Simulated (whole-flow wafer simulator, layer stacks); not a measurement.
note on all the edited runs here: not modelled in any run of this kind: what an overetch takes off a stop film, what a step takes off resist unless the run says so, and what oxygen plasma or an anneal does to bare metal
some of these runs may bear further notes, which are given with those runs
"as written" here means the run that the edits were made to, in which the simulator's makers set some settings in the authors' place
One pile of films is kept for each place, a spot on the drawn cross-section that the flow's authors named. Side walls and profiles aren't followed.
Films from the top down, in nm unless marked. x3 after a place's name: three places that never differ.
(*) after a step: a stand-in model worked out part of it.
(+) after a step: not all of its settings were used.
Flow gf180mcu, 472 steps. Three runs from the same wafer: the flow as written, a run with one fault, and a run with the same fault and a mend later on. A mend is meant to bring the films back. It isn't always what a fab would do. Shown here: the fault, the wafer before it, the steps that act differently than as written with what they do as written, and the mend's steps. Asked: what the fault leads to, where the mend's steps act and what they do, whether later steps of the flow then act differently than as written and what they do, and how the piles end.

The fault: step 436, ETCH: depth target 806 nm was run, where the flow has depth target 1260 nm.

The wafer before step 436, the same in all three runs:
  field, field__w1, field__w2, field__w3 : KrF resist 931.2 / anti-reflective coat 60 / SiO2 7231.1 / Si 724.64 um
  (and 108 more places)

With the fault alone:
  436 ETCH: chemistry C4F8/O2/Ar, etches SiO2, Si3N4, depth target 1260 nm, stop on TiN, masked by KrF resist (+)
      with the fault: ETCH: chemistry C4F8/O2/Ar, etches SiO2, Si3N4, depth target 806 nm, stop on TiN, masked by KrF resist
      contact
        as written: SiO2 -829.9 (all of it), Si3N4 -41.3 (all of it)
        with the fault: SiO2 -806
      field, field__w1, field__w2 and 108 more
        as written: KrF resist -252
        with the fault: KrF resist -161.2
  Later steps of the flow that act differently than as written (3 more steps differ only slightly, by at most 2% or 0.5 nm, whichever is larger, and aren't shown):
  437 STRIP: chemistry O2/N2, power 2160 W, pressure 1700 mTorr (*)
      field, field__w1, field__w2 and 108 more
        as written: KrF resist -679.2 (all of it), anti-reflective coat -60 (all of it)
        with the fault: KrF resist -770 (all of it), anti-reflective coat -60 (all of it)
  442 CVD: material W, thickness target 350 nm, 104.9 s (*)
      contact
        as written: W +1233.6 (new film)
        with the fault: W +1167.4 (new film)
  At the end the piles differ from the flow's by more than 2% or 0.5 nm, whichever is larger, at contact.
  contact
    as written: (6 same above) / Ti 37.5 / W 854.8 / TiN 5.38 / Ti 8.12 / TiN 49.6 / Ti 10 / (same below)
    with the fault: (6 same above) / Ti 37.5 / W 788.7 / TiN 5.59 / Ti 8.43 / SiO2 23.9 / Si3N4 41.3 / TiN 50 / Ti 10 / (same below)

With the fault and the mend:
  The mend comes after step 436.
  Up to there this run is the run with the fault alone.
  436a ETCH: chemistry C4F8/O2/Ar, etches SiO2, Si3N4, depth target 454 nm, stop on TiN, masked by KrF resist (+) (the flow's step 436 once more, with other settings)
      field, field__w1, field__w2 and 108 more
        KrF resist -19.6
      contact
        SiO2 -23.9 (all of it), Si3N4 -41.3 (all of it)
  Later steps of the flow that act differently than as written:
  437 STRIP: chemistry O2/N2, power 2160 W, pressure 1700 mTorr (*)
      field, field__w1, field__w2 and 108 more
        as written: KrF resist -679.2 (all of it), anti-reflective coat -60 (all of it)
        with the mend: KrF resist -750.4 (all of it), anti-reflective coat -60 (all of it)
  At the end the piles are the same as the flow's at every place that both follow.
